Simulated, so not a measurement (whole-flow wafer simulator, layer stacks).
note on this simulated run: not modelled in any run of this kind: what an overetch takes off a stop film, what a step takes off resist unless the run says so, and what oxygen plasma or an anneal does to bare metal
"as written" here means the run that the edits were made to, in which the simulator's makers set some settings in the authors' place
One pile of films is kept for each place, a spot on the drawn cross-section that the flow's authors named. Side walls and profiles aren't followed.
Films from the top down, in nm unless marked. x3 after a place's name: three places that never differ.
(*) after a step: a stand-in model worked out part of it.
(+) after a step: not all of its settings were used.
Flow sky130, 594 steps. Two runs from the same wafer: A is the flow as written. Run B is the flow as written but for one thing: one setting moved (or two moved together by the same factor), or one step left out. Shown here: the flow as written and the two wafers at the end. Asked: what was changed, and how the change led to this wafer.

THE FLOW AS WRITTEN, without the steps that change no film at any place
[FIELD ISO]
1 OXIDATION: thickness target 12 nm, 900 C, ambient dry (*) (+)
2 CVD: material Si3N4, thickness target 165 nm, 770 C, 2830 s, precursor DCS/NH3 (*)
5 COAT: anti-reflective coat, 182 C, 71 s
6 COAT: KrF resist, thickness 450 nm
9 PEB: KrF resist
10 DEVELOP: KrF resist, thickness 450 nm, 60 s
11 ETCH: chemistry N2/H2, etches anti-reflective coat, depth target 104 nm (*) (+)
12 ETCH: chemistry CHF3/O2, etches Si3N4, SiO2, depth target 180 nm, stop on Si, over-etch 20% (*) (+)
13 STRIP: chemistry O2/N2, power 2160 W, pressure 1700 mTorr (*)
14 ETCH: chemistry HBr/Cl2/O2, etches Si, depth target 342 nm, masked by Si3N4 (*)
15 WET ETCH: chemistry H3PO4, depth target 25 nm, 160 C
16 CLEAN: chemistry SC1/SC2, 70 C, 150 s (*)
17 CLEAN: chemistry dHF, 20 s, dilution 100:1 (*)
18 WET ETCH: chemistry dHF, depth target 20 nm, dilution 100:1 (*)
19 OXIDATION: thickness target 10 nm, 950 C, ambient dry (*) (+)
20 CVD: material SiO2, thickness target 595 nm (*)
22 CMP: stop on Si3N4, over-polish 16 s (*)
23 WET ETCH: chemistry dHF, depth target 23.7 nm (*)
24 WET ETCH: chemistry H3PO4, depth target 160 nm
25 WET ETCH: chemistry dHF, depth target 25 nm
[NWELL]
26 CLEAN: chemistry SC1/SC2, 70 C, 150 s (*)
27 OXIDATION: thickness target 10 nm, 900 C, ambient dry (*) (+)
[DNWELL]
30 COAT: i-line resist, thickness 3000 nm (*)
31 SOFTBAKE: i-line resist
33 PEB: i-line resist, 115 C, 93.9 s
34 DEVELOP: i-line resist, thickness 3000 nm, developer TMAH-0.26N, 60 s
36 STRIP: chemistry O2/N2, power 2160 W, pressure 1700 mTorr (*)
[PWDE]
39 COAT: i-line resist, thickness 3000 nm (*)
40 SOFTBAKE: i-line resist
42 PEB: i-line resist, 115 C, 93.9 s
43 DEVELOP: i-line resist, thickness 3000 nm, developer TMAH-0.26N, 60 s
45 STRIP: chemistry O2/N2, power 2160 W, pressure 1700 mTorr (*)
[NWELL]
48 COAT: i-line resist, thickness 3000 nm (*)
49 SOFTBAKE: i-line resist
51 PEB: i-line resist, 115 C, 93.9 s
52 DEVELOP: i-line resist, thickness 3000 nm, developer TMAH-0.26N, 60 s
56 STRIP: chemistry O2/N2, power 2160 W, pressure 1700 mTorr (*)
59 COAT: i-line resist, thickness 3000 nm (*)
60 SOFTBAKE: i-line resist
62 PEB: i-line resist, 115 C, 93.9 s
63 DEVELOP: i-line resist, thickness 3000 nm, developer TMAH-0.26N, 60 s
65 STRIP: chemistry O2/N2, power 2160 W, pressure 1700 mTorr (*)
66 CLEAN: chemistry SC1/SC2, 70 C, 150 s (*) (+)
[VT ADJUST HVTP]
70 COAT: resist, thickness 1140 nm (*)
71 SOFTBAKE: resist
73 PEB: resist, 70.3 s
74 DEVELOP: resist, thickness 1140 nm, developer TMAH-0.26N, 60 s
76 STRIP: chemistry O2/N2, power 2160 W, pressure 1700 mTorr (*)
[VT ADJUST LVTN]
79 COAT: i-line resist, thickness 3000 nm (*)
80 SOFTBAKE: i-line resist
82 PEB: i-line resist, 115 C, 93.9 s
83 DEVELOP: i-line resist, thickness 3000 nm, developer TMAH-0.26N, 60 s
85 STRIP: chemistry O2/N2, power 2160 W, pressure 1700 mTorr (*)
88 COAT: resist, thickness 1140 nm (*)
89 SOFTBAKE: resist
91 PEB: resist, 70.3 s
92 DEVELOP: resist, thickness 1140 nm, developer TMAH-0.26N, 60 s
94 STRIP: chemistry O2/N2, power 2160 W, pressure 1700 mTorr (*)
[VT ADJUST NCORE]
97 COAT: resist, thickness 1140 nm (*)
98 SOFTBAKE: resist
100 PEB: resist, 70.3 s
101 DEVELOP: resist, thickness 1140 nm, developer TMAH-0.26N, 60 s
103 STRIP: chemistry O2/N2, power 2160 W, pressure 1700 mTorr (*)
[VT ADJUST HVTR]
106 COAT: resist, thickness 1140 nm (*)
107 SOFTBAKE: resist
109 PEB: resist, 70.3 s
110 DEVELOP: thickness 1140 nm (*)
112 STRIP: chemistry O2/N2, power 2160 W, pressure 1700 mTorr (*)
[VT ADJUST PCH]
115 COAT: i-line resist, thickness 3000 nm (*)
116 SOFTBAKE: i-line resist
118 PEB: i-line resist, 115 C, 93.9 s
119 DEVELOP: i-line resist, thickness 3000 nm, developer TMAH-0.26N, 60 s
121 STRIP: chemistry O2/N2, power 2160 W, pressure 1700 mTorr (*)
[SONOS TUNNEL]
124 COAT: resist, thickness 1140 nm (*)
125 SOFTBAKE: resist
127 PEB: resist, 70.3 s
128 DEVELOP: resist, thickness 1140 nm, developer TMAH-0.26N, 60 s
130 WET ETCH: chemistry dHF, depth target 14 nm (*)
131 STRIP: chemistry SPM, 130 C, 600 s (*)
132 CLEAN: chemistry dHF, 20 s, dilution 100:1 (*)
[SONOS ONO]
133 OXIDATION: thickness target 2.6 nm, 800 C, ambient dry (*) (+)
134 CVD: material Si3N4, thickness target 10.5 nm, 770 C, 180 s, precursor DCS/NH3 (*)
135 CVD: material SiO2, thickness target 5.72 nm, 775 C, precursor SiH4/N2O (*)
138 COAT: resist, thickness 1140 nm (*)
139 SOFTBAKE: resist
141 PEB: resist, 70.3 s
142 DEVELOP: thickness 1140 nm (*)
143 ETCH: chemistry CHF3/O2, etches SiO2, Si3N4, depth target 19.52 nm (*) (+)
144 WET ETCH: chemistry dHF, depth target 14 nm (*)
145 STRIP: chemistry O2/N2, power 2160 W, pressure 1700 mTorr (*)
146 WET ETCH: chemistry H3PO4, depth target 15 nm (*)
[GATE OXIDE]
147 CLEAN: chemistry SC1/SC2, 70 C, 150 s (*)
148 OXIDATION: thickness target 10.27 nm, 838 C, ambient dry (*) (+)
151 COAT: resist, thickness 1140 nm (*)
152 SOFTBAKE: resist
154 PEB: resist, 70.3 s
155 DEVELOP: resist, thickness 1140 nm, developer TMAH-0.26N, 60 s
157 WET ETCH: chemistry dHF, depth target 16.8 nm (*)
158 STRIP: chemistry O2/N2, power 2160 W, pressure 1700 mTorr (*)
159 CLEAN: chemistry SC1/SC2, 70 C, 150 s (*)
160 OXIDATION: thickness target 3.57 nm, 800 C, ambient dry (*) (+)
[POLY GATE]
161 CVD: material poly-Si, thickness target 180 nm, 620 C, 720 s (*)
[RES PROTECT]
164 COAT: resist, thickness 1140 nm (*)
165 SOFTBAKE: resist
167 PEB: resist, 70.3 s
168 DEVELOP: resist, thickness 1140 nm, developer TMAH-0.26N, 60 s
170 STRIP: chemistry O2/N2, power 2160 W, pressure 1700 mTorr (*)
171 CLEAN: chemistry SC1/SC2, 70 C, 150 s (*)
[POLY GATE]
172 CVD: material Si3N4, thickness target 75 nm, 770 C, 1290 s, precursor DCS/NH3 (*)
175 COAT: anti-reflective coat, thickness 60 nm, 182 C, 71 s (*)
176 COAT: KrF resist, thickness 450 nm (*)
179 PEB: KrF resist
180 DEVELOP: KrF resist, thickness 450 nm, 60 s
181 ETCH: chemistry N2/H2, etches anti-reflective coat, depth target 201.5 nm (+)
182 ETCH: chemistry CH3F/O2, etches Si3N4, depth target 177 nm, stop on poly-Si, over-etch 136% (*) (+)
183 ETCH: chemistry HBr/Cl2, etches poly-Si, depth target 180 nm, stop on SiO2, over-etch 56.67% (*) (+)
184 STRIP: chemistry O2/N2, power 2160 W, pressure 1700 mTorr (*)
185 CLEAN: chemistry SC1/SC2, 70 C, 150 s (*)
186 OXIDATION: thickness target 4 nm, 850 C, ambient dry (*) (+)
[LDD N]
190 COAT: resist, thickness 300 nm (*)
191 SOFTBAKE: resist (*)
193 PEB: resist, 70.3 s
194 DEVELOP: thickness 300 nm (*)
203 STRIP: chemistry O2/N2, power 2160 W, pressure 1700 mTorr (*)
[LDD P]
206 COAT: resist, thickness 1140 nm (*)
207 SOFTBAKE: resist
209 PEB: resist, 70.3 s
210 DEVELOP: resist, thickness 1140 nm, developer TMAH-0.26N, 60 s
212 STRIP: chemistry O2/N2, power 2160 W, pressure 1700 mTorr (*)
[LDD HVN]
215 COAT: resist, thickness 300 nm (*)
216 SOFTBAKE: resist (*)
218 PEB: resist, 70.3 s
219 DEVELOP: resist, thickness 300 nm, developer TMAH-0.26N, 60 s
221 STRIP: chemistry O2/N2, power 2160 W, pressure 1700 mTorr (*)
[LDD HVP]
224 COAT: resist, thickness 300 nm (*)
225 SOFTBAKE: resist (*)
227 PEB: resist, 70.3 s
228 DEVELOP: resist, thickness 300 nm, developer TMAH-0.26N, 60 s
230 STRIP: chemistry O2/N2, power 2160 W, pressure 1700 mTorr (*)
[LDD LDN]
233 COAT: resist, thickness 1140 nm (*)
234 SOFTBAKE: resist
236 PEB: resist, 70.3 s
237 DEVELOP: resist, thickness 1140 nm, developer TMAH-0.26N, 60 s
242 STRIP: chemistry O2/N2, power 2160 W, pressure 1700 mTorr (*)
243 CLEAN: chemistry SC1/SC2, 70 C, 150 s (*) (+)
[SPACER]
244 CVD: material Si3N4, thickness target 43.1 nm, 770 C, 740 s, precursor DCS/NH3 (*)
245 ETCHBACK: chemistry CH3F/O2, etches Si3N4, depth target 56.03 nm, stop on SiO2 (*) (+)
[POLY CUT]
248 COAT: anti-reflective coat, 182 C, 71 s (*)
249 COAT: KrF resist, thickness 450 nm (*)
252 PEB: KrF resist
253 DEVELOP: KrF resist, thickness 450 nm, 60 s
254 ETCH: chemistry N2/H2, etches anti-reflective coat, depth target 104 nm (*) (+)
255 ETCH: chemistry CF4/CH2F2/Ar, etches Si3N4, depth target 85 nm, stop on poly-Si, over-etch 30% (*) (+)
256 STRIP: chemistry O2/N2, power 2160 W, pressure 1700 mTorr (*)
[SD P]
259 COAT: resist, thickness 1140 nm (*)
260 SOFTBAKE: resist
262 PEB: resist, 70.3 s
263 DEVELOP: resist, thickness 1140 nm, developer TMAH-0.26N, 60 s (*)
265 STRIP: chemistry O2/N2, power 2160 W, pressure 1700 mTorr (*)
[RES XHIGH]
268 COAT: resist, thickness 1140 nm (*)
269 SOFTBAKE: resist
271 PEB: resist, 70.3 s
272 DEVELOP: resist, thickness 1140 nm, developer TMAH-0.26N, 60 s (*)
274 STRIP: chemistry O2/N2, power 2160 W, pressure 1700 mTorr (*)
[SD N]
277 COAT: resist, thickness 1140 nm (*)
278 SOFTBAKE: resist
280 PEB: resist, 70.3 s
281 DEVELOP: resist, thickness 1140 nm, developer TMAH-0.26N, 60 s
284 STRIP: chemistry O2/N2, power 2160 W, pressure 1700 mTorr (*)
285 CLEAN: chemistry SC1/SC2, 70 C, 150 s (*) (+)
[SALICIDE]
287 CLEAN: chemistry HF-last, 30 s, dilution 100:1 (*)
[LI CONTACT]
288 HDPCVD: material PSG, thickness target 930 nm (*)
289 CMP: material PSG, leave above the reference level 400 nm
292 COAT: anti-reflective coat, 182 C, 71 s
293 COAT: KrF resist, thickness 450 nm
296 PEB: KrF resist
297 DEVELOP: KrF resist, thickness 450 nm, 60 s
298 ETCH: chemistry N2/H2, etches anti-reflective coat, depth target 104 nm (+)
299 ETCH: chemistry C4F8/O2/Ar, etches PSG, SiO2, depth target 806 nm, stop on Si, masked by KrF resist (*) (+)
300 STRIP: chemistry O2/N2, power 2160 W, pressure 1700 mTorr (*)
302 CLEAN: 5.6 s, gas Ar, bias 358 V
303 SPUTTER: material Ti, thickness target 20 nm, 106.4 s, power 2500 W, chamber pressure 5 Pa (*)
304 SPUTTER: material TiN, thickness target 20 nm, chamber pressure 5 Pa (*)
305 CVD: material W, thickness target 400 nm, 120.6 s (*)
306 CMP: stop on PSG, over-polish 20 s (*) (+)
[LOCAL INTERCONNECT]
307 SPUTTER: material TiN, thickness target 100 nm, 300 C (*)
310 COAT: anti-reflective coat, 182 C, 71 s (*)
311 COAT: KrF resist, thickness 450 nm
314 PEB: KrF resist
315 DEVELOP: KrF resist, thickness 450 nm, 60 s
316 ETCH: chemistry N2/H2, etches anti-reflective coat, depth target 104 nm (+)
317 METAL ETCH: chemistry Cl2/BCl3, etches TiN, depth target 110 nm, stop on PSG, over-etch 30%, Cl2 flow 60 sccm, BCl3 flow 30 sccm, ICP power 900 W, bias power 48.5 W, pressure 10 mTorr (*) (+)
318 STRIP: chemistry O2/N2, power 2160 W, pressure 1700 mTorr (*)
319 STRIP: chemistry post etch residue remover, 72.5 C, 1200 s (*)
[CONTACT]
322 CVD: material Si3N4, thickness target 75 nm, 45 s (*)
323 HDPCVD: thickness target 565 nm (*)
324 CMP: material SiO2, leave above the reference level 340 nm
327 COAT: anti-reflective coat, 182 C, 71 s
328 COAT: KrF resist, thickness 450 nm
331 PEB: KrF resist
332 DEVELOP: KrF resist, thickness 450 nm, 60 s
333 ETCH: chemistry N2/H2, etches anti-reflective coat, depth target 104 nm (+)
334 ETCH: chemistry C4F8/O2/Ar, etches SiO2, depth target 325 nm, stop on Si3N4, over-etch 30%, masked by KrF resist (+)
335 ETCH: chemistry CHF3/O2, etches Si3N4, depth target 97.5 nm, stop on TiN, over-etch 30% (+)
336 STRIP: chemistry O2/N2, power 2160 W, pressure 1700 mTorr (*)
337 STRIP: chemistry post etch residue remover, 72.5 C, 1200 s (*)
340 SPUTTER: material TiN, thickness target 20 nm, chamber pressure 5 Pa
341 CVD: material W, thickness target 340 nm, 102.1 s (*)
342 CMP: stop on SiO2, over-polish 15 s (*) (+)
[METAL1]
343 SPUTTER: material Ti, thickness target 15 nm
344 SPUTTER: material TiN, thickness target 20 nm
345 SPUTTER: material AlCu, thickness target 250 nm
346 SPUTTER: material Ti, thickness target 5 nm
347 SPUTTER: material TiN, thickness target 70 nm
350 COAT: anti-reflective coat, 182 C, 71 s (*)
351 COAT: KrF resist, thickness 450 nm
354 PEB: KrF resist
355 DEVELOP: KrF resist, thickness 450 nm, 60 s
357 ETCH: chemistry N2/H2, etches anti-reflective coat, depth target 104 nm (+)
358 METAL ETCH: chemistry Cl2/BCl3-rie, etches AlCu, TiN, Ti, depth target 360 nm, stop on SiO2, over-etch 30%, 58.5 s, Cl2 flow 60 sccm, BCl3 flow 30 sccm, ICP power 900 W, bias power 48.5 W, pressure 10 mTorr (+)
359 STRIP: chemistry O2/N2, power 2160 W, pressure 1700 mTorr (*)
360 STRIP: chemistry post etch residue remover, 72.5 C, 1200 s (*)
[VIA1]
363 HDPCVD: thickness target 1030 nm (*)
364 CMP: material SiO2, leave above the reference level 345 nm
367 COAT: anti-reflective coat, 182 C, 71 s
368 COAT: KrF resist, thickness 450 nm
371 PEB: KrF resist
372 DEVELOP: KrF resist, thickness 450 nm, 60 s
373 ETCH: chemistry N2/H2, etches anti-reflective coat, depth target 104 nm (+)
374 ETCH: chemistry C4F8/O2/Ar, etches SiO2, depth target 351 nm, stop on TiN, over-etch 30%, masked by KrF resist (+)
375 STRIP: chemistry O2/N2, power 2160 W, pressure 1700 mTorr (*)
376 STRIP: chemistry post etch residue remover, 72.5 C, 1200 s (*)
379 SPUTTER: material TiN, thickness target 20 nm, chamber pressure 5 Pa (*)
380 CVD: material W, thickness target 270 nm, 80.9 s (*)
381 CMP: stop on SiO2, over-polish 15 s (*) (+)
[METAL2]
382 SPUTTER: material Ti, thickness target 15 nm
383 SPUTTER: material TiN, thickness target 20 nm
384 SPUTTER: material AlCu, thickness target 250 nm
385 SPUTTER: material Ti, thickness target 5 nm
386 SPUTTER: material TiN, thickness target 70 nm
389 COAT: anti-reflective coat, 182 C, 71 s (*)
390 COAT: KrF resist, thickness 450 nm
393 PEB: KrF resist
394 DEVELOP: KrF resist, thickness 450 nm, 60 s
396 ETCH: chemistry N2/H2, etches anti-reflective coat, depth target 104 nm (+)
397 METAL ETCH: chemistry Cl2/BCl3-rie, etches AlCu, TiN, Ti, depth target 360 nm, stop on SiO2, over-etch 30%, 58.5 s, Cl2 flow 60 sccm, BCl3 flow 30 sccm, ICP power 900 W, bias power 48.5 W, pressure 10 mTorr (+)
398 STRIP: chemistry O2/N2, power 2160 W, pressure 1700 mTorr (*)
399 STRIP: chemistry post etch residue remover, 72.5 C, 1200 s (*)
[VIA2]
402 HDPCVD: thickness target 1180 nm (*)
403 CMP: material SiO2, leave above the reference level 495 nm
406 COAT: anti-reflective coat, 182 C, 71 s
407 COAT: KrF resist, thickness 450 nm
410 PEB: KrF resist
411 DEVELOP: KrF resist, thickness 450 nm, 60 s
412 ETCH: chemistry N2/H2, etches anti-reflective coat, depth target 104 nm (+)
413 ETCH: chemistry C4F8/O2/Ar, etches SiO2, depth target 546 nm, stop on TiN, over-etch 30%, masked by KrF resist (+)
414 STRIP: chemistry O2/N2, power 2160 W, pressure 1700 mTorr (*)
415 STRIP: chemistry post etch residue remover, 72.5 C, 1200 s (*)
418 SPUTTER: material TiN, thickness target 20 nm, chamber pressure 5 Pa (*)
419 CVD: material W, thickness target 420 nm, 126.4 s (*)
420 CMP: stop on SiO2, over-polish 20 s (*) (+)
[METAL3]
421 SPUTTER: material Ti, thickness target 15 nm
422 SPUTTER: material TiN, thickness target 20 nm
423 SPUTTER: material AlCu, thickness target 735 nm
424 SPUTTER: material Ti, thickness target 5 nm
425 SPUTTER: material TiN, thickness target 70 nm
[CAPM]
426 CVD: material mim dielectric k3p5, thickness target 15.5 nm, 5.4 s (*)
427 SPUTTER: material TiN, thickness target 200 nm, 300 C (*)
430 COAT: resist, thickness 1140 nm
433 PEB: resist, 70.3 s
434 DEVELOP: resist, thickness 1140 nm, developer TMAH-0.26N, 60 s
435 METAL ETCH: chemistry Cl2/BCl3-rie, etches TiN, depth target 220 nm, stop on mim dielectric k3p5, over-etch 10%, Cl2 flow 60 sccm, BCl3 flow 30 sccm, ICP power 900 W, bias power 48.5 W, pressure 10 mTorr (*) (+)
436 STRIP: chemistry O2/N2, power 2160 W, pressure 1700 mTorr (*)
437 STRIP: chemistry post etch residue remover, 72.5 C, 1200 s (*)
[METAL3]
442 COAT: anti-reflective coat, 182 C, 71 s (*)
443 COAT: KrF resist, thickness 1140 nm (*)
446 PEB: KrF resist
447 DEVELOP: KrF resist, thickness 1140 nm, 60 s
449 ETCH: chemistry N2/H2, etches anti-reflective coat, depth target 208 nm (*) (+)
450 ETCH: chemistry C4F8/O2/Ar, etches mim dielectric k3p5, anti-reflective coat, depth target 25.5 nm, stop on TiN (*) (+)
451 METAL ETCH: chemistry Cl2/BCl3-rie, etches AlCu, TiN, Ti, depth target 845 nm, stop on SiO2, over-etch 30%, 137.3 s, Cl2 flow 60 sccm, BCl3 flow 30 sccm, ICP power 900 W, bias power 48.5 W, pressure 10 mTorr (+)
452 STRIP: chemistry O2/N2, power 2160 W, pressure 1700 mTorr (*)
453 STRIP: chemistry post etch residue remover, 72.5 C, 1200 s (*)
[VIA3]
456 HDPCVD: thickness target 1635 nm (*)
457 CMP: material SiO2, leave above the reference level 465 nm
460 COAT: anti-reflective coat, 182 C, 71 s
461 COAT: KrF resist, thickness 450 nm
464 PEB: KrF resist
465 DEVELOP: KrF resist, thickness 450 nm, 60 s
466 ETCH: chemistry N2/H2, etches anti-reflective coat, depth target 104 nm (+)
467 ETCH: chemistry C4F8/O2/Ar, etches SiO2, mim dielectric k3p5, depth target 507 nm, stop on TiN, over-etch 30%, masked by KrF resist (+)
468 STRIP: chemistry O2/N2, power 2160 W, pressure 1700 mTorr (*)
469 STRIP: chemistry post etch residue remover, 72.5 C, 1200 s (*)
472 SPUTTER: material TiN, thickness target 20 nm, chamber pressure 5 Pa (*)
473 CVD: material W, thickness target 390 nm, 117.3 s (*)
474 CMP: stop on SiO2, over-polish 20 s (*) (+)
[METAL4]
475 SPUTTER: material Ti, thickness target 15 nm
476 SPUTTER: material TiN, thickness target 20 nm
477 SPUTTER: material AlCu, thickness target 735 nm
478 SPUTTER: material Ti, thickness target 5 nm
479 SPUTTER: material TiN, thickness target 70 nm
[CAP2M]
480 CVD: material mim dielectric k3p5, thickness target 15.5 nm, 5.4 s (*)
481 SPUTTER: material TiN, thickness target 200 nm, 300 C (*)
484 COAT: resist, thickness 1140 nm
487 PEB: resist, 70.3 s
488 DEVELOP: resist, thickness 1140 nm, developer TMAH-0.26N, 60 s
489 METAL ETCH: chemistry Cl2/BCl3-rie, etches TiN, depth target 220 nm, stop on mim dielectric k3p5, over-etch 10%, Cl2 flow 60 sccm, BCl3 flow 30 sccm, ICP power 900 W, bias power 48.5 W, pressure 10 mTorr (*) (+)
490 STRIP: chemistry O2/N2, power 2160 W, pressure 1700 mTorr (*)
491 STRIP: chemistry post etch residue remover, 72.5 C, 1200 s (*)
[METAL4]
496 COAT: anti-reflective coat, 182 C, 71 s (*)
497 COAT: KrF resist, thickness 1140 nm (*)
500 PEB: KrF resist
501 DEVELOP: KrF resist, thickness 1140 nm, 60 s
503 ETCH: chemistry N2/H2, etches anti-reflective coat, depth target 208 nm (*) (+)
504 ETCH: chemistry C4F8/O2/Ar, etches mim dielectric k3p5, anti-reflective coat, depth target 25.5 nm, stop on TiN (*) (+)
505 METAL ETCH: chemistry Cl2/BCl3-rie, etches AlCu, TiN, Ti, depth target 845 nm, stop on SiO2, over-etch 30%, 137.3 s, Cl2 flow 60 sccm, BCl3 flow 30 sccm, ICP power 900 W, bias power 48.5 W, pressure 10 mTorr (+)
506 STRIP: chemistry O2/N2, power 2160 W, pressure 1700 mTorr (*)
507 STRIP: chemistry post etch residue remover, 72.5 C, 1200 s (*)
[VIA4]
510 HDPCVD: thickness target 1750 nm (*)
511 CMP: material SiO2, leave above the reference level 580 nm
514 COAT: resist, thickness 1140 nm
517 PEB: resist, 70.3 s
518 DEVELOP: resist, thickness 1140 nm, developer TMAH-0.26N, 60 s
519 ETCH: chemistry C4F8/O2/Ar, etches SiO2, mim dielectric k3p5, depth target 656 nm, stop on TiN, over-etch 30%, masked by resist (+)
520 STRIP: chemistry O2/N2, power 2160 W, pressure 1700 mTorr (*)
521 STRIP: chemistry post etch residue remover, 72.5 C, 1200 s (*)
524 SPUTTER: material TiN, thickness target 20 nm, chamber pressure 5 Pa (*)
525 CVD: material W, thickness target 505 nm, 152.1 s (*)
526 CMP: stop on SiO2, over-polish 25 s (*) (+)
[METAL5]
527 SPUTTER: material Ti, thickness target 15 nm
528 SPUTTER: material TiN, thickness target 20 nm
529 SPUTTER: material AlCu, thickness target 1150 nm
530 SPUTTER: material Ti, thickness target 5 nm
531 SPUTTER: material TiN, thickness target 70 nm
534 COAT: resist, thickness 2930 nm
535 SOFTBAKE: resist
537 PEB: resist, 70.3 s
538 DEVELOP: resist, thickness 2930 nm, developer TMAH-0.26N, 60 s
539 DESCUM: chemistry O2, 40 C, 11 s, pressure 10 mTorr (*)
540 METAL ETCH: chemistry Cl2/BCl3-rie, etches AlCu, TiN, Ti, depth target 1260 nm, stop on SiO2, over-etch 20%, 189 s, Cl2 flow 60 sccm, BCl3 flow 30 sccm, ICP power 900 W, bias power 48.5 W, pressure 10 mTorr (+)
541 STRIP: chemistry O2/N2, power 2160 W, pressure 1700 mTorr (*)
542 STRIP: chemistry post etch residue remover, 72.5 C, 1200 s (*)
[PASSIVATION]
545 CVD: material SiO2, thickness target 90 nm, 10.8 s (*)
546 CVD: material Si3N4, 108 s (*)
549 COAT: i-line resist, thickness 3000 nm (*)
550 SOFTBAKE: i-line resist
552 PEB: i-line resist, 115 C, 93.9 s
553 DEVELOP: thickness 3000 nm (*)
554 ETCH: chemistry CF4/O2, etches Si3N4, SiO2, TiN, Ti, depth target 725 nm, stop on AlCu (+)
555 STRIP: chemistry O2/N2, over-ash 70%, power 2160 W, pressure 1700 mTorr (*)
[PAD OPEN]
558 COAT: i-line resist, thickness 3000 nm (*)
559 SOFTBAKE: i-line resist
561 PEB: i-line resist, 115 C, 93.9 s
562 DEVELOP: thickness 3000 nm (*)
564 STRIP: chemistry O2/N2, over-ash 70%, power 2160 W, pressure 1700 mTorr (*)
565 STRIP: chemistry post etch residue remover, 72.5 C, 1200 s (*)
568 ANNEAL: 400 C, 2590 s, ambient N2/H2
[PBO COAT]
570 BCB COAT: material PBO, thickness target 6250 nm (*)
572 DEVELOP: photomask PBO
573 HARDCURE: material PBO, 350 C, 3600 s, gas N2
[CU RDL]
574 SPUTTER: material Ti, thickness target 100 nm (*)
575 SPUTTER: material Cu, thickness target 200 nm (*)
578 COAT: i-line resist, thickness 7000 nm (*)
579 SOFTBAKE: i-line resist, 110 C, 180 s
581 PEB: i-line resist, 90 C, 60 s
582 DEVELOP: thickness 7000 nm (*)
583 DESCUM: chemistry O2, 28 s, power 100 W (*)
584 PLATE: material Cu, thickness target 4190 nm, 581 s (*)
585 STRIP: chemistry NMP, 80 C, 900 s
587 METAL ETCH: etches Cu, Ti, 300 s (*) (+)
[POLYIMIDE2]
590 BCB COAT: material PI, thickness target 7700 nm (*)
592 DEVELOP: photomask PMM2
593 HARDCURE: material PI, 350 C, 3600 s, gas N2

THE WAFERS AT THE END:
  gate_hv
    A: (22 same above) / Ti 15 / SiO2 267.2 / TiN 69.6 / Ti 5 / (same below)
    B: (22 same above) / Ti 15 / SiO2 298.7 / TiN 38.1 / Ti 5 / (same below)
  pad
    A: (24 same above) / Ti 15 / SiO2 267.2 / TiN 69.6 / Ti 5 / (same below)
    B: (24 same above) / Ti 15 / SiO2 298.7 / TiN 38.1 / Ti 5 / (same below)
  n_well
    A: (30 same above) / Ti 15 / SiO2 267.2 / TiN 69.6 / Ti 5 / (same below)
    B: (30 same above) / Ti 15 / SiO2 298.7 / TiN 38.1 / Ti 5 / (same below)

The cause: step 347, SPUTTER: thickness target 38.5 nm was run, where the flow has thickness target 70 nm.

How the change led to this, step by step:
  347 SPUTTER: material TiN, thickness target 70 nm
      field, active, n_well and 188 more: A TiN +70 (new film) | B TiN +38.5 (new film)
  358 METAL ETCH: chemistry Cl2/BCl3-rie, etches AlCu, TiN, Ti, depth target 360 nm, stop on SiO2, over-etch 30%, 58.5 s, Cl2 flow 60 sccm, BCl3 flow 30 sccm, ICP power 900 W, bias power 48.5 W, pressure 10 mTorr (+)
      field, active, gate and 81 more: A TiN -68.7 (all of it), Ti -5 (all of it), AlCu -250 (all of it), TiN -20 (all of it), Ti -15 (all of it), SiO2 -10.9 | B TiN -37.2 (all of it), Ti -5 (all of it), AlCu -250 (all of it), TiN -20 (all of it), Ti -15 (all of it), SiO2 -14.1
  364 CMP: material SiO2, leave above the reference level 345 nm
      n_well, p_well, gate_hv and 100 more: A SiO2 -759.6 | B SiO2 -728.1
      poly_licon, ndiff_licon, ndiff_licon_cpp, rpo_hd_licon: A SiO2 -759 | B SiO2 -727.5
  374 ETCH: chemistry C4F8/O2/Ar, etches SiO2, depth target 351 nm, stop on TiN, over-etch 30%, masked by KrF resist (+)
      m1, via1_hole: A SiO2 -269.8 (all of it) | B SiO2 -301.3 (all of it)
  379 SPUTTER: material TiN, thickness target 20 nm, chamber pressure 5 Pa (*)
      m1: A TiN +11 | B TiN +10.4
  380 CVD: material W, thickness target 270 nm, 80.9 s (*)
      m1: A W +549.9 (new film) | B W +581.9 (new film)
      via1_hole: A W +549.9 (new film) | B W +582 (new film)
